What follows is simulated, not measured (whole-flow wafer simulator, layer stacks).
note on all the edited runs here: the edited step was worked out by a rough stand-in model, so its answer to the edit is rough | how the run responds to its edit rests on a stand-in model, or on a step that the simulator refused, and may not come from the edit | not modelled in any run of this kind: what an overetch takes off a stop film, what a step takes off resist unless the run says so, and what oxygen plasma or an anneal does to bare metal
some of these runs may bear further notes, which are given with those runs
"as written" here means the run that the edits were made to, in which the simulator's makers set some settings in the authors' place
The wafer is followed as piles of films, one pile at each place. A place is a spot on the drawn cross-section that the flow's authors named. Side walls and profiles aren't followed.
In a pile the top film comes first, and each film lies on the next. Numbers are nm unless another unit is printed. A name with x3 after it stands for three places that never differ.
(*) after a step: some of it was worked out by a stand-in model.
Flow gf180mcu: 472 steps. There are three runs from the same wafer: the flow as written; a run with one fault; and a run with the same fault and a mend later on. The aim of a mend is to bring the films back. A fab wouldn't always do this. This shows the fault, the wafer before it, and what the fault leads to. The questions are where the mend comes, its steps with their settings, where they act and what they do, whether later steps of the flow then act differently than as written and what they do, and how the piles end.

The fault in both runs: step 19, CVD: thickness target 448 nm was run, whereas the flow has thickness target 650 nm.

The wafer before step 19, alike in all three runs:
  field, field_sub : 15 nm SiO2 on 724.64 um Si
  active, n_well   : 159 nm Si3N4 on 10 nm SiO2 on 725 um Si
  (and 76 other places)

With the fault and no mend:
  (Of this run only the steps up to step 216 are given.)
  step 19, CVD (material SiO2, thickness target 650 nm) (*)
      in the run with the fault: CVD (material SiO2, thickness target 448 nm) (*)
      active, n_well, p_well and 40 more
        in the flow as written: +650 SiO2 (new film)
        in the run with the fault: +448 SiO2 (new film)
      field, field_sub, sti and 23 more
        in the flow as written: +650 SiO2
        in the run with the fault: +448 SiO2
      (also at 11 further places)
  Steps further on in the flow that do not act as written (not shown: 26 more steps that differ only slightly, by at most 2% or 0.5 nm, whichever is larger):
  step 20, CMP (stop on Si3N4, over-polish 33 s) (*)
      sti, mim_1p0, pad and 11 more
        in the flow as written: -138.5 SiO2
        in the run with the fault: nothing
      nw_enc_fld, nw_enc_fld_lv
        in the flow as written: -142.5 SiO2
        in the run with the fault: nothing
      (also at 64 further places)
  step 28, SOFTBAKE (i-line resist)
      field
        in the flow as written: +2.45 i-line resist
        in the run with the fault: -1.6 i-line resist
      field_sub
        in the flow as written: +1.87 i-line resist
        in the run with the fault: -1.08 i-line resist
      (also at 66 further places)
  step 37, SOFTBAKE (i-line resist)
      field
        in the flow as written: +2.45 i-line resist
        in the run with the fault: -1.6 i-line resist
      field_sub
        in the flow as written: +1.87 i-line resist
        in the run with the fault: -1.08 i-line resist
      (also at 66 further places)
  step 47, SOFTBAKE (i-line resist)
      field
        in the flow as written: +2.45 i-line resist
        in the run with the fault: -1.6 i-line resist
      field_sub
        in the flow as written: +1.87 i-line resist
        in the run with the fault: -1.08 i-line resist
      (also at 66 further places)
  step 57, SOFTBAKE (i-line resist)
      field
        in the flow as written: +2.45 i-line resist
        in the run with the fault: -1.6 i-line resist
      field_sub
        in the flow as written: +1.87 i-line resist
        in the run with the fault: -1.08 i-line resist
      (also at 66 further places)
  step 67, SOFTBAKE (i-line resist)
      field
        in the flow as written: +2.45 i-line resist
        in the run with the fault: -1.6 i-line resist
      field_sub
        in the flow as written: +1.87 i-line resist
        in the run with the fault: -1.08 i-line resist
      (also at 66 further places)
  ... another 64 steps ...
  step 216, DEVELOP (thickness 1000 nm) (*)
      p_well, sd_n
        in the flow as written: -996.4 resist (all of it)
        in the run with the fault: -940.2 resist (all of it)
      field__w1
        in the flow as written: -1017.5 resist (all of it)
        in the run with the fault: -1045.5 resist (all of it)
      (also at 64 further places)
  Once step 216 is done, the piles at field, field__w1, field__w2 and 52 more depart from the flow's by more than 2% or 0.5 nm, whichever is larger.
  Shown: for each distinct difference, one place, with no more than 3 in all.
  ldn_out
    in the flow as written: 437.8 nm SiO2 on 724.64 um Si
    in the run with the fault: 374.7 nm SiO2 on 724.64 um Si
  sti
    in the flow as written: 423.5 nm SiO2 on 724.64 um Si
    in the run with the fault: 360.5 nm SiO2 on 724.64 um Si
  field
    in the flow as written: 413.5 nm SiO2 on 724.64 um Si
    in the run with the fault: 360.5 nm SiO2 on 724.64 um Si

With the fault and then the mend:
  The mend follows step 19.
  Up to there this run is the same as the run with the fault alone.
  step 19a, CVD (material SiO2, thickness target 202 nm) (*) (the flow's step 19, run once more with other settings)
      field, field_sub, active and 77 more
        +202 SiO2
  Every later step of the flow that is run acts as written at every place that is followed.
  By the end, the piles equal the flow's at every place that both follow.
